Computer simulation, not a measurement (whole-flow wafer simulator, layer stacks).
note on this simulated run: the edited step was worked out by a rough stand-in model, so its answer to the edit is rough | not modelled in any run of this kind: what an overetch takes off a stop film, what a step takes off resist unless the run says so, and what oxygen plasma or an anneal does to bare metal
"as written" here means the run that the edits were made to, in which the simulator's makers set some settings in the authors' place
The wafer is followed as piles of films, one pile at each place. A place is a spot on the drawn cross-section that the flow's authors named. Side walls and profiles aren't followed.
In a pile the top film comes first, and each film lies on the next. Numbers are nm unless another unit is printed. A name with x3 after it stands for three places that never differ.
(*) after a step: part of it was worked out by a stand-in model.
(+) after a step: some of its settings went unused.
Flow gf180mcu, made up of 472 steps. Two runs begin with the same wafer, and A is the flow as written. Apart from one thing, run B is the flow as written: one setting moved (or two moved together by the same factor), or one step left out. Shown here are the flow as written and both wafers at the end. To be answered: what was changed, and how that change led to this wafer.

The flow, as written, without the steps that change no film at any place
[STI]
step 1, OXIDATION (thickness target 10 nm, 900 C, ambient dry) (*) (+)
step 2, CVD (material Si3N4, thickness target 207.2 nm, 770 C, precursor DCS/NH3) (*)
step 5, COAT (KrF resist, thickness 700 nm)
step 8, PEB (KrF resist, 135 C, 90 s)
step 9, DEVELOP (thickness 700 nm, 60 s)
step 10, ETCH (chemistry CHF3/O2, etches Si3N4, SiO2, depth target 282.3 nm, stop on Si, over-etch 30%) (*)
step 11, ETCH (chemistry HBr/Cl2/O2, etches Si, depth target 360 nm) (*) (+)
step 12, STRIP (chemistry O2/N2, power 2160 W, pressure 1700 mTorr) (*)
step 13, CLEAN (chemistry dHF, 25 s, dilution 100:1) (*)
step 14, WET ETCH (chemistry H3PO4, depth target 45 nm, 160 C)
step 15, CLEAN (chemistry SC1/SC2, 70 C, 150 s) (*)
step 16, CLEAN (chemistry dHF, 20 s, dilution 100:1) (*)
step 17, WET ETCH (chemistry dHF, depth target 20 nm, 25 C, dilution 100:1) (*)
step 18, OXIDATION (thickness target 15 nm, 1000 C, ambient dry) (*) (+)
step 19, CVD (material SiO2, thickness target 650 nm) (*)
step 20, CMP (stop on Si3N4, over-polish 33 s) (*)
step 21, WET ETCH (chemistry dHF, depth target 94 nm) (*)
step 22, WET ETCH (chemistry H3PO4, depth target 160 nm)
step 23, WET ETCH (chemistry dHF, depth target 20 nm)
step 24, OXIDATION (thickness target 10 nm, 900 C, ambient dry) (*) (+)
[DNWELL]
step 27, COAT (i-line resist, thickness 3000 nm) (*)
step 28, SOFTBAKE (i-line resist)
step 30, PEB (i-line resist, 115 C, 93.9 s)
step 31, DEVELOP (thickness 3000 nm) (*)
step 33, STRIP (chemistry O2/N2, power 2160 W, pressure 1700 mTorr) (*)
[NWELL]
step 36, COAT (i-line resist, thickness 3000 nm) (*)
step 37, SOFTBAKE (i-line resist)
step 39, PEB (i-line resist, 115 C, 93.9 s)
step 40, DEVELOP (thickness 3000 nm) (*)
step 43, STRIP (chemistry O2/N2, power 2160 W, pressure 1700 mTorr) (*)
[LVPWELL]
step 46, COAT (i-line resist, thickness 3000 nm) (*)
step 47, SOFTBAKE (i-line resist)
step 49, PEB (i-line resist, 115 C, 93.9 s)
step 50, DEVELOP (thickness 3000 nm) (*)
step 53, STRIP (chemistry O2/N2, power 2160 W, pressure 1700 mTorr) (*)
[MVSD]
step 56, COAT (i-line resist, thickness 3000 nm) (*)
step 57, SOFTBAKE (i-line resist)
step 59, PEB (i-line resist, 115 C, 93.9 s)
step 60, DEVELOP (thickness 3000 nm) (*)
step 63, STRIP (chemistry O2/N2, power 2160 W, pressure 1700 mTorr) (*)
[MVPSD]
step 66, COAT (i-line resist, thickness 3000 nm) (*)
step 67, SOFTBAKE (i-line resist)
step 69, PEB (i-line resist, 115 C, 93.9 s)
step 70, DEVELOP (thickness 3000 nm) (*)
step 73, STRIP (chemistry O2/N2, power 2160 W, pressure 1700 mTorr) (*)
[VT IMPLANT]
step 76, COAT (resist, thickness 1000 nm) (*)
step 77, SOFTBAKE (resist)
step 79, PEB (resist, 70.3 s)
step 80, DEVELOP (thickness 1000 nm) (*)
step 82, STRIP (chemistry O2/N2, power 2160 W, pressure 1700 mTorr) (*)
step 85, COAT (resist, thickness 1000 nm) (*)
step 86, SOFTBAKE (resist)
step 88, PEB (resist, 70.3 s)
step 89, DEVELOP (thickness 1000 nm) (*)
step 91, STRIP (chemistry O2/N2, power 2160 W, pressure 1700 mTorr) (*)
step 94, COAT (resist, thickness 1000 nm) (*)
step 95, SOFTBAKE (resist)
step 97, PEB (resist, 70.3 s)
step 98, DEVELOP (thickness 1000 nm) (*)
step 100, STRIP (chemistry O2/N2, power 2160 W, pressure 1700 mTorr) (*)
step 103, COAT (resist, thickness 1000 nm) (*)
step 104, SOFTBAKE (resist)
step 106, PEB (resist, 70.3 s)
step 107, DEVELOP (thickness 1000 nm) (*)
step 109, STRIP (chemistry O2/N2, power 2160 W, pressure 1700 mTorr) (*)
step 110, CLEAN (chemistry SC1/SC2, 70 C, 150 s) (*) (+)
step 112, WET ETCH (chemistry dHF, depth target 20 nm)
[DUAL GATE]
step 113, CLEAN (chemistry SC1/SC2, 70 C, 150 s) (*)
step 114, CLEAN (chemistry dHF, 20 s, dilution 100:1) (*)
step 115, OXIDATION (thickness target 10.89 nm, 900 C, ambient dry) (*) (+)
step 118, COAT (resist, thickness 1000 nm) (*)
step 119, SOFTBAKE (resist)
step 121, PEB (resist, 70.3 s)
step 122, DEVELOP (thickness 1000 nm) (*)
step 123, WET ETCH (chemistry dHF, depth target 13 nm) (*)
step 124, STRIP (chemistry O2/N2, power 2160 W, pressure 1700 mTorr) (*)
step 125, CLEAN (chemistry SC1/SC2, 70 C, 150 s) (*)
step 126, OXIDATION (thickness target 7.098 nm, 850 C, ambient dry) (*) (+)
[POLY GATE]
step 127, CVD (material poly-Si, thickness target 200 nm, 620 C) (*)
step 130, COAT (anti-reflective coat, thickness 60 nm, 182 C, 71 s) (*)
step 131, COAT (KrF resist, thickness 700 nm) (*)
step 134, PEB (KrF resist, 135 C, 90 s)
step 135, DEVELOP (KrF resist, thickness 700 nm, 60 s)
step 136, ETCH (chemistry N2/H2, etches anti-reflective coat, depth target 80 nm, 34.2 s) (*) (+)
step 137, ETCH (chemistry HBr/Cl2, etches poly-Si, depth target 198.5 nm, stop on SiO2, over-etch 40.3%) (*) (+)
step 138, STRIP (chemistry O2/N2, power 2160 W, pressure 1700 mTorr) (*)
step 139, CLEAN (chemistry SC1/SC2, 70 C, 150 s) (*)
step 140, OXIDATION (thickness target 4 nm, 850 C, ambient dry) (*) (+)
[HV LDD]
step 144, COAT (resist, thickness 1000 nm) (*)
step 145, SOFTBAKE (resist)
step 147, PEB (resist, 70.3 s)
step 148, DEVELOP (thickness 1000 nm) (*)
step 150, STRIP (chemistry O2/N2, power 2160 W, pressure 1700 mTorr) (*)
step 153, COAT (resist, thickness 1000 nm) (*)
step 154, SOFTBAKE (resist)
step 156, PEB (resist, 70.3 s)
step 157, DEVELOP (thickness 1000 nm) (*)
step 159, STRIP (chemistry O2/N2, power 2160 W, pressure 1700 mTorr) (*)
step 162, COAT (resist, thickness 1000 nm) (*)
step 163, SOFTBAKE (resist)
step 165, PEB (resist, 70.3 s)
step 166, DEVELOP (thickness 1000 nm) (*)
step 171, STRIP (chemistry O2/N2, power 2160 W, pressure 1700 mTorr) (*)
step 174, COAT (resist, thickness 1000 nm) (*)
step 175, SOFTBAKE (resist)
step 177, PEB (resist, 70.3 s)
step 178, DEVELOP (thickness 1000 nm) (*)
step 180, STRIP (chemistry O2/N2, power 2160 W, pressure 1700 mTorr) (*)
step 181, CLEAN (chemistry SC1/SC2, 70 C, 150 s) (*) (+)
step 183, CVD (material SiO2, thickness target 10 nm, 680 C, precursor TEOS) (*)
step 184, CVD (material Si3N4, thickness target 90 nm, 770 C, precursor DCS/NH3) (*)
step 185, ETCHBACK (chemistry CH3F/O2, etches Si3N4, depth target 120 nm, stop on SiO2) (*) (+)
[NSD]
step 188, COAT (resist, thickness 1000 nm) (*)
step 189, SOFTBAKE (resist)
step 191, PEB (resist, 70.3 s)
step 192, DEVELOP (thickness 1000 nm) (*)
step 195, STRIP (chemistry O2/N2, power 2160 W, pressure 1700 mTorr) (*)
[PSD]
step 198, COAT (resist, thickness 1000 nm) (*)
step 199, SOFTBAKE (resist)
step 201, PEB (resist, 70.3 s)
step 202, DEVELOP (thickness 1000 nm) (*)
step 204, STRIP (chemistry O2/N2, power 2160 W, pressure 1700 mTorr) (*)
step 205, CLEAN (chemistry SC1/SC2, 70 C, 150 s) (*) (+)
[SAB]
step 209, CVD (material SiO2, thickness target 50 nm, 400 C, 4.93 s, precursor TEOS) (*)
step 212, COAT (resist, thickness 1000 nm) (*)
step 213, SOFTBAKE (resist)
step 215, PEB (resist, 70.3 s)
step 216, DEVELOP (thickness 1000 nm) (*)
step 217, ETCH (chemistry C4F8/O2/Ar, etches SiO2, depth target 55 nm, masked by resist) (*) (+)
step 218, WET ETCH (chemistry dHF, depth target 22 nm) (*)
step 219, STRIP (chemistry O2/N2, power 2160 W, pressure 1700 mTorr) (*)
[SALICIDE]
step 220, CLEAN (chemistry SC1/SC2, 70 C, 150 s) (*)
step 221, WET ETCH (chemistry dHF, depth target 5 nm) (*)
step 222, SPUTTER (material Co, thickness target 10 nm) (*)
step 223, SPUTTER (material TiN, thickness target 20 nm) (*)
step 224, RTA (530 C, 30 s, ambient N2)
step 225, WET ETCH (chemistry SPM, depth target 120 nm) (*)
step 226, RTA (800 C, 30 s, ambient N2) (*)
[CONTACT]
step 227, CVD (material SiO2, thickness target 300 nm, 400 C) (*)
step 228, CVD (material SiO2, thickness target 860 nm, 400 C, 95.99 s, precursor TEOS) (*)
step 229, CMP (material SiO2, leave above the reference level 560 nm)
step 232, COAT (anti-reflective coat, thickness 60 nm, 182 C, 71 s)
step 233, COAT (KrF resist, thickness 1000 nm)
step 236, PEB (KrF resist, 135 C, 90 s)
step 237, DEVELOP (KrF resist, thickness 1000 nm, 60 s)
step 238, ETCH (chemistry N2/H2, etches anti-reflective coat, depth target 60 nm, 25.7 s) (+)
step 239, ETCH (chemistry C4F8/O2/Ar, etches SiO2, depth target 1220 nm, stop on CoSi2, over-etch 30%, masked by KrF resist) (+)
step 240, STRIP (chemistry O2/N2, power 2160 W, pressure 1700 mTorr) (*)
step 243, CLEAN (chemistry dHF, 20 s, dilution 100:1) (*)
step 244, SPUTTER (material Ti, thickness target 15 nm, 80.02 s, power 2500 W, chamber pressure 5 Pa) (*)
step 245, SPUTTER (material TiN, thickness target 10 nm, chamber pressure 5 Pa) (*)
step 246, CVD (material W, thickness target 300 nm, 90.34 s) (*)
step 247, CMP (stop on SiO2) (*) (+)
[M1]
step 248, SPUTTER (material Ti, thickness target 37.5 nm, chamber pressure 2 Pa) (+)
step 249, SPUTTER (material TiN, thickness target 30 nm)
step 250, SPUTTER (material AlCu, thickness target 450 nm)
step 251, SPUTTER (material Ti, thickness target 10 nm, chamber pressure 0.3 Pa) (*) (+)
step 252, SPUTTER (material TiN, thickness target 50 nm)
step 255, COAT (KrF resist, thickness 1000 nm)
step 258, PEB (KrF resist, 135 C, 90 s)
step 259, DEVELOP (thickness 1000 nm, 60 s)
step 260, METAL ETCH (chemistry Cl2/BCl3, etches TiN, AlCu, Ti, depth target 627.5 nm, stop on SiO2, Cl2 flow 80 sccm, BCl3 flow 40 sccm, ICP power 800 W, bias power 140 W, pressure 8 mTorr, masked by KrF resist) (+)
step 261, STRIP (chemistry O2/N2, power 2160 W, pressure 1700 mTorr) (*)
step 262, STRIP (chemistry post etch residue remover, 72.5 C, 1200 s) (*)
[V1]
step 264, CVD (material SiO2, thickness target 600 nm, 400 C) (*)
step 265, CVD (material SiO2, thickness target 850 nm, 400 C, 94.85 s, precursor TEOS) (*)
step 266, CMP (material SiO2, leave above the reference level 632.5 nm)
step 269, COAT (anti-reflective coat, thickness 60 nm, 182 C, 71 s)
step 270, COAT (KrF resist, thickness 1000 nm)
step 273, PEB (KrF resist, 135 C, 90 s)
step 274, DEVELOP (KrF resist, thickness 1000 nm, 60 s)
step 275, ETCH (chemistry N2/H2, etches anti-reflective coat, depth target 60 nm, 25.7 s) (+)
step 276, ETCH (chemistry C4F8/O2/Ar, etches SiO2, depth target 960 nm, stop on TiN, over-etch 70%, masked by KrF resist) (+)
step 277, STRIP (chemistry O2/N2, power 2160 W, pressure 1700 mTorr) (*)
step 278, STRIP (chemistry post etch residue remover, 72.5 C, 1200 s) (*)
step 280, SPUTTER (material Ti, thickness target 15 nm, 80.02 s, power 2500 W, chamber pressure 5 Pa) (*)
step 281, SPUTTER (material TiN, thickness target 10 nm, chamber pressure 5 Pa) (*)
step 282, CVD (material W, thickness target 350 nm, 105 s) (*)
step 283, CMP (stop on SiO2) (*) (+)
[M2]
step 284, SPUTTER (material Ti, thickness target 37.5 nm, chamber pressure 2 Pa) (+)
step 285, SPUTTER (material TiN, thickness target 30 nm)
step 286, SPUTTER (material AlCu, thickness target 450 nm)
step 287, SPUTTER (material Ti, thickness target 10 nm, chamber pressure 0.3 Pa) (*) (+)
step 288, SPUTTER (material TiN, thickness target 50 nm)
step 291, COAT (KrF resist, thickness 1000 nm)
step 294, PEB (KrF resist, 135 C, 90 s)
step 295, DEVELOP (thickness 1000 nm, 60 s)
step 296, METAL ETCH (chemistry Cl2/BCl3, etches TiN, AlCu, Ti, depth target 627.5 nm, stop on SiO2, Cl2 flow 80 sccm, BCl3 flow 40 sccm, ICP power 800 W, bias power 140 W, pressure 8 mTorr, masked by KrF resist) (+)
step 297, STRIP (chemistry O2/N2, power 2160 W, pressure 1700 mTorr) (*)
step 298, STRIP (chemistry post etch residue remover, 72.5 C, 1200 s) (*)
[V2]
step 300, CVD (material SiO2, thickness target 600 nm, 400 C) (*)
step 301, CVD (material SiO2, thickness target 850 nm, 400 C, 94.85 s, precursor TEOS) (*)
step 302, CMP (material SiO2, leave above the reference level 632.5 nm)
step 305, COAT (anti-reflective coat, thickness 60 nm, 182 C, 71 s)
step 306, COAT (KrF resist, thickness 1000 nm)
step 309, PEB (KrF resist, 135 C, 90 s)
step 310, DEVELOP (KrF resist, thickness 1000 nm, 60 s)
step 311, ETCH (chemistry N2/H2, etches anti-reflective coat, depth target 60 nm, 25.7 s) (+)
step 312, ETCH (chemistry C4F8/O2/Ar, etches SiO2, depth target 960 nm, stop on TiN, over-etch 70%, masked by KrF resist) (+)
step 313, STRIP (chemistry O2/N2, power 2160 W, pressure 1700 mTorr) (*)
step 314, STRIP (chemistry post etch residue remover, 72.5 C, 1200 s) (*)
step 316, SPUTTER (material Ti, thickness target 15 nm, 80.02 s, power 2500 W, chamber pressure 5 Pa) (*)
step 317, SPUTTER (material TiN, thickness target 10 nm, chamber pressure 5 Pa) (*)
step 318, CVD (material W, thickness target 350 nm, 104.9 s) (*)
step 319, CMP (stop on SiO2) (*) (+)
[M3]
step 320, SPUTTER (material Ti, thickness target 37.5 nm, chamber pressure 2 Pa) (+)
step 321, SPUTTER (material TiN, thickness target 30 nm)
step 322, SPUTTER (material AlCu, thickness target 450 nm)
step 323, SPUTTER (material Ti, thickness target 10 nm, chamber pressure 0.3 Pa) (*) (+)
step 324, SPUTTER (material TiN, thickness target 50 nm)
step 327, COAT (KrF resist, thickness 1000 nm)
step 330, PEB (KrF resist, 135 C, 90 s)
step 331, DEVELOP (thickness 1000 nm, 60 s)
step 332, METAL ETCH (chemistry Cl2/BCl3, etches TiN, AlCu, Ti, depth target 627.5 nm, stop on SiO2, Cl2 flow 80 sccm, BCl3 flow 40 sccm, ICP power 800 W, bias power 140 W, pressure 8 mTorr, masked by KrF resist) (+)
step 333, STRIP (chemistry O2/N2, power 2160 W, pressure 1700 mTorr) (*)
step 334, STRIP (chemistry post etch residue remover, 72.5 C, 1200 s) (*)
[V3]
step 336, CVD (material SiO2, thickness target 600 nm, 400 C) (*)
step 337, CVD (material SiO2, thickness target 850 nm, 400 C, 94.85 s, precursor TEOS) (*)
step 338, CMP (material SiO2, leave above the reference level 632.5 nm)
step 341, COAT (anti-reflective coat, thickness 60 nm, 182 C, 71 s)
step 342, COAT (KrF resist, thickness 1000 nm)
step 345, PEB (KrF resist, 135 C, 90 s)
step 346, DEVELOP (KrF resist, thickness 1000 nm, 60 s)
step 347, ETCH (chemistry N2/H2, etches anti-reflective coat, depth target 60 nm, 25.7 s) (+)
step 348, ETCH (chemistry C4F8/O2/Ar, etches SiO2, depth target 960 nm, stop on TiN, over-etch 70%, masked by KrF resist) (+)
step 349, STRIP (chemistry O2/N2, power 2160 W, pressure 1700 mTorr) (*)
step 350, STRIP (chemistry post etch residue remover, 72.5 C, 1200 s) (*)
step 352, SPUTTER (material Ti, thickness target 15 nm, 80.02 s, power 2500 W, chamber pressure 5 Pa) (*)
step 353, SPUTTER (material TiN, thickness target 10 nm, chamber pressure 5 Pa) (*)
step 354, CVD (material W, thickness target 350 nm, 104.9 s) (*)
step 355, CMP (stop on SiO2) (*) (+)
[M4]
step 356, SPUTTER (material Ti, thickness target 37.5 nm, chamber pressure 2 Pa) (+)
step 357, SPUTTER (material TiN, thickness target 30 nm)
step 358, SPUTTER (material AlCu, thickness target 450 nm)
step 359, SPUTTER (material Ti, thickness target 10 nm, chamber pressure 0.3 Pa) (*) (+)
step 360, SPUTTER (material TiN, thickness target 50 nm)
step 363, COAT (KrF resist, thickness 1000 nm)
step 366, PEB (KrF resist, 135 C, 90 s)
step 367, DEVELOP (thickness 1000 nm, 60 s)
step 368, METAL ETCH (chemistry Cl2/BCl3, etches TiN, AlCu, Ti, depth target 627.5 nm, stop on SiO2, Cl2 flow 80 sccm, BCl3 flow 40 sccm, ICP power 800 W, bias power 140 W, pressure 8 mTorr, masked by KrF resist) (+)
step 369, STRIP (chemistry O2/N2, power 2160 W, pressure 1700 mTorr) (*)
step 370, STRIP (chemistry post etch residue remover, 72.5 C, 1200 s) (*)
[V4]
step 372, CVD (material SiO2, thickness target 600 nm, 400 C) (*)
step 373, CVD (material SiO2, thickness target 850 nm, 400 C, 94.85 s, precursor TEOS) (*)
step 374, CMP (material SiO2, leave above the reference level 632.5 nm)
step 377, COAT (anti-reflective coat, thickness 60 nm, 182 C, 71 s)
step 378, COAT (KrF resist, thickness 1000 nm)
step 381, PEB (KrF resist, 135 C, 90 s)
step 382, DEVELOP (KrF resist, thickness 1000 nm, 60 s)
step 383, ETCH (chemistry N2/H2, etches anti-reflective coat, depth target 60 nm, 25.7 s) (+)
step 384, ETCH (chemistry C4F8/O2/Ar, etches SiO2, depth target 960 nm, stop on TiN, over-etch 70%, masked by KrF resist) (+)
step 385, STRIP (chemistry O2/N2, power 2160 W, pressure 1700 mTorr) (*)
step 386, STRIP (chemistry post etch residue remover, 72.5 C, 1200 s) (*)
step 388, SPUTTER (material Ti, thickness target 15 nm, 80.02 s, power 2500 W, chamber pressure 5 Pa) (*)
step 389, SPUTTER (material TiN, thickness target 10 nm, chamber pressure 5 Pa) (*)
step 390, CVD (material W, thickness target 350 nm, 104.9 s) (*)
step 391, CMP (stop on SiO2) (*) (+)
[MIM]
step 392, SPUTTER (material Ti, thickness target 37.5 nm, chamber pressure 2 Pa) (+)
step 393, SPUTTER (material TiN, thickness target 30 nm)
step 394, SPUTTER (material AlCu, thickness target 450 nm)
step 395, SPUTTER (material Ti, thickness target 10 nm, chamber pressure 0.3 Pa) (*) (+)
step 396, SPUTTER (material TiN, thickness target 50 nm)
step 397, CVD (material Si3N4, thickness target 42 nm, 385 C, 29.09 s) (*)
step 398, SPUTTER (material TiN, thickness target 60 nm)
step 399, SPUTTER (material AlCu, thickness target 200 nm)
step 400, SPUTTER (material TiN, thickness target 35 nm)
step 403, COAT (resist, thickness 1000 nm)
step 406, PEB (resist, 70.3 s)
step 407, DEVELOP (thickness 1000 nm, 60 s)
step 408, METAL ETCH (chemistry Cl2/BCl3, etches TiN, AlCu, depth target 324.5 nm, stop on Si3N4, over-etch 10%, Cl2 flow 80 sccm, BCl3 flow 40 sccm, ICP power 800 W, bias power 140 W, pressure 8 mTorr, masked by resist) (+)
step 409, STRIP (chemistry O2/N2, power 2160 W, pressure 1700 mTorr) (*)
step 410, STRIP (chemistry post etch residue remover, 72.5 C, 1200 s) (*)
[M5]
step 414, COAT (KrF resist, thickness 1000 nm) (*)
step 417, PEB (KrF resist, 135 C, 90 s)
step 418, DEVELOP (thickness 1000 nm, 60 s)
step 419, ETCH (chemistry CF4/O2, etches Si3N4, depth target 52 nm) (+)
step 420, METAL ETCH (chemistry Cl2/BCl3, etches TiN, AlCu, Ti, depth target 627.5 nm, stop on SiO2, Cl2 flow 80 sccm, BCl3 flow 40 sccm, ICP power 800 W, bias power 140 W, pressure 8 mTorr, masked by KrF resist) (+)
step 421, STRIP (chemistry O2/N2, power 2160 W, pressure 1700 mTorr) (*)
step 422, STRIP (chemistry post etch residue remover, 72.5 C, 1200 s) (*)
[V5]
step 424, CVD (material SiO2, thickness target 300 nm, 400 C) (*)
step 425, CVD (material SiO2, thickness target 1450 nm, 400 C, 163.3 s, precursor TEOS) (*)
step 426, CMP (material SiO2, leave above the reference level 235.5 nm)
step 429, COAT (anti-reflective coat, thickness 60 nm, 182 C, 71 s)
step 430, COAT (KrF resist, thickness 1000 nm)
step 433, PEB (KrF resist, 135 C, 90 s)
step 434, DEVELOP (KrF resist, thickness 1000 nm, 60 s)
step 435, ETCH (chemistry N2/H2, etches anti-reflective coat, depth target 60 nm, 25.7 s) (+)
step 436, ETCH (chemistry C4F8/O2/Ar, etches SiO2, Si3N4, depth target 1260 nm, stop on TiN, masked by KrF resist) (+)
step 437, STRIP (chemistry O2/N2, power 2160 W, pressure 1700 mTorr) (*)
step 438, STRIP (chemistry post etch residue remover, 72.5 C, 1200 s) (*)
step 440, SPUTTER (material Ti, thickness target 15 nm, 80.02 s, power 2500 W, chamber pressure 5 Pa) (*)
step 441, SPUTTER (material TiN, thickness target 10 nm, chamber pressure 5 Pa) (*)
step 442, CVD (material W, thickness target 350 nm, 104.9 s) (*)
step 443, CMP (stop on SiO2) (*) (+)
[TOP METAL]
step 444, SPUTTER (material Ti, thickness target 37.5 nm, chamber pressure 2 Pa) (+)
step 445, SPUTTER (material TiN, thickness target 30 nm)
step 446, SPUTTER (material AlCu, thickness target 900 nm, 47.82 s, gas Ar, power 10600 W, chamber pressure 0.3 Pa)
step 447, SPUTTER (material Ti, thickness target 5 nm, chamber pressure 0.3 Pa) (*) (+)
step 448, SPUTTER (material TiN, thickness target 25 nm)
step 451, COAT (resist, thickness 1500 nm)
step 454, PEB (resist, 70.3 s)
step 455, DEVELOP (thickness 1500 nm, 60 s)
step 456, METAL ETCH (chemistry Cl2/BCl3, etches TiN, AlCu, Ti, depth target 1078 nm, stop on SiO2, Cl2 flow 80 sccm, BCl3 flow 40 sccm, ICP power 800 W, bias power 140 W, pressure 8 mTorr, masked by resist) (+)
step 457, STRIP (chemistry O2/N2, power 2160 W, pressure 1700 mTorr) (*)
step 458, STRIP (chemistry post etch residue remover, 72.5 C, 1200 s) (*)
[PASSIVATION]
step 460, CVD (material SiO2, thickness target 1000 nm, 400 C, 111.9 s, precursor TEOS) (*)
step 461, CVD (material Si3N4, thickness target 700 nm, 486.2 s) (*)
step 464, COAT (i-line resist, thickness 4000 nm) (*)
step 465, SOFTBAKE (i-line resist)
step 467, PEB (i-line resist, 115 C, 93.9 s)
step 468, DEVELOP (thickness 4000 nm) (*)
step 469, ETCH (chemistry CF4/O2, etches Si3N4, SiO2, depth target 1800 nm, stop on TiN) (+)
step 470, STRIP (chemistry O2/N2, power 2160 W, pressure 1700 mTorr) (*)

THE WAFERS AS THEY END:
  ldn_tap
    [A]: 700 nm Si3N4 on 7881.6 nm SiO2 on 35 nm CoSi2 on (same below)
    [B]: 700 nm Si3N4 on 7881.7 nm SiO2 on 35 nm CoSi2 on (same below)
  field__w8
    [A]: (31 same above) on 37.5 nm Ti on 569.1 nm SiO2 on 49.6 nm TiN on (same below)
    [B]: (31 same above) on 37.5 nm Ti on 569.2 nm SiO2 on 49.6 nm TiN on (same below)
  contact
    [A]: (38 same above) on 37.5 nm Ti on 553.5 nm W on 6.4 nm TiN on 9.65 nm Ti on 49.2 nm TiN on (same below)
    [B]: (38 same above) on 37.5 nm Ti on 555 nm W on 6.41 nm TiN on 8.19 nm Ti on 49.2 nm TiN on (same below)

What caused this: step 280, SPUTTER: 68.02 s was run, while the flow as written has 80.02 s.

How this came from the change, step by step:
  step 280, SPUTTER (material Ti, thickness target 15 nm, 80.02 s, power 2500 W, chamber pressure 5 Pa) (*)
      field, field__w1, field__w2 and 107 more: A +15 Ti (new film) | B +12.7 Ti (new film)
      contact: A +9.65 Ti (new film) | B +8.19 Ti (new film)
  step 283, CMP (stop on SiO2) (*) (+)
      field, field__w1, field__w2 and 107 more: A -350 W (all of it), -10 TiN (all of it), -15 Ti (all of it), -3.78 SiO2 | B -350 W (all of it), -10 TiN (all of it), -12.7 Ti (all of it), -3.76 SiO2
